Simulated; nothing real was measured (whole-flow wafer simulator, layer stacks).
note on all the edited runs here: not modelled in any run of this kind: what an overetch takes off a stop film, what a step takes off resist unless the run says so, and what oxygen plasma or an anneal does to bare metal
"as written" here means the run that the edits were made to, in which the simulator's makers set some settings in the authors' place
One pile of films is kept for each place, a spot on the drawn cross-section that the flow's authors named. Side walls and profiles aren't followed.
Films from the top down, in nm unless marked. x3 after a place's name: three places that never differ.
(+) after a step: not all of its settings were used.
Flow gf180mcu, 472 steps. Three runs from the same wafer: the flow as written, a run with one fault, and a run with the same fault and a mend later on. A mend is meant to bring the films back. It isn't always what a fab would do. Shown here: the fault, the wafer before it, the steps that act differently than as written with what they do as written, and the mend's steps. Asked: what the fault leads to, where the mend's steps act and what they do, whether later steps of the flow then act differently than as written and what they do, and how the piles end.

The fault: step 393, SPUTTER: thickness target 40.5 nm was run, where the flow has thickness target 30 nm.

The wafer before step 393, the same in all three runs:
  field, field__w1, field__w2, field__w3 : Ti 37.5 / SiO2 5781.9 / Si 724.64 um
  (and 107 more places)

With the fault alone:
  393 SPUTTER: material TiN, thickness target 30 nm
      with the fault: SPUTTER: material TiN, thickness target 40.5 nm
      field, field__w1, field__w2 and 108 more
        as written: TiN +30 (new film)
        with the fault: TiN +40.5 (new film)
  Later steps of the flow that act differently than as written (1 more step differs only slightly, by at most 2% or 0.5 nm, whichever is larger, and isn't shown):
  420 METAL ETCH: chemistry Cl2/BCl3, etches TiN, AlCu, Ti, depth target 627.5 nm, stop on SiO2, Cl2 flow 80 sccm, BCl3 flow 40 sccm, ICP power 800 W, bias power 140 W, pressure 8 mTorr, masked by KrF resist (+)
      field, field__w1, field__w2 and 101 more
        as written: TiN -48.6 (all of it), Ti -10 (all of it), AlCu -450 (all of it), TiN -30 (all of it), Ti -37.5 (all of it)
        with the fault: TiN -48.6 (all of it), Ti -10 (all of it), AlCu -450 (all of it), TiN -40.5 (all of it), Ti -37.5 (all of it)
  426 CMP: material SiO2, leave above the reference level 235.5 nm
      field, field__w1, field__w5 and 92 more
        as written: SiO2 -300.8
        with the fault: SiO2 -290.3
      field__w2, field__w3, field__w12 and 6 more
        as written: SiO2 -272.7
        with the fault: SiO2 -261.7
  At the end the piles differ from the flow's by more than 2% or 0.5 nm, whichever is larger, at field__w4, field__w8, contact, m1, m1__w1, mim, mim_1p0, m1_nw.
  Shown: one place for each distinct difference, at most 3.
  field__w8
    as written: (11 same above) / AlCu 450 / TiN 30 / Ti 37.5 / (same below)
    with the fault: (11 same above) / AlCu 450 / TiN 40.5 / Ti 37.5 / (same below)
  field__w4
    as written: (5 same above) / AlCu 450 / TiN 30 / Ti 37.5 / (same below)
    with the fault: (5 same above) / AlCu 450 / TiN 40.5 / Ti 37.5 / (same below)
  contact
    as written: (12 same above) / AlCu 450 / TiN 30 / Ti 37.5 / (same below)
    with the fault: (12 same above) / AlCu 450 / TiN 40.5 / Ti 37.5 / (same below)

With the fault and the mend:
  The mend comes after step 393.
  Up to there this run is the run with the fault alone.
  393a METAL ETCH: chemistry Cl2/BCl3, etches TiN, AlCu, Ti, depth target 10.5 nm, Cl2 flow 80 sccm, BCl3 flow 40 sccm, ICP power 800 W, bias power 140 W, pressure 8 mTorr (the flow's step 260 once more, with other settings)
      field, field__w1, field__w2 and 108 more
        TiN -10.5
  No later step of the flow acts differently than as written at any place that is followed.
  At the end the piles are the same as the flow's at every place that both follow.
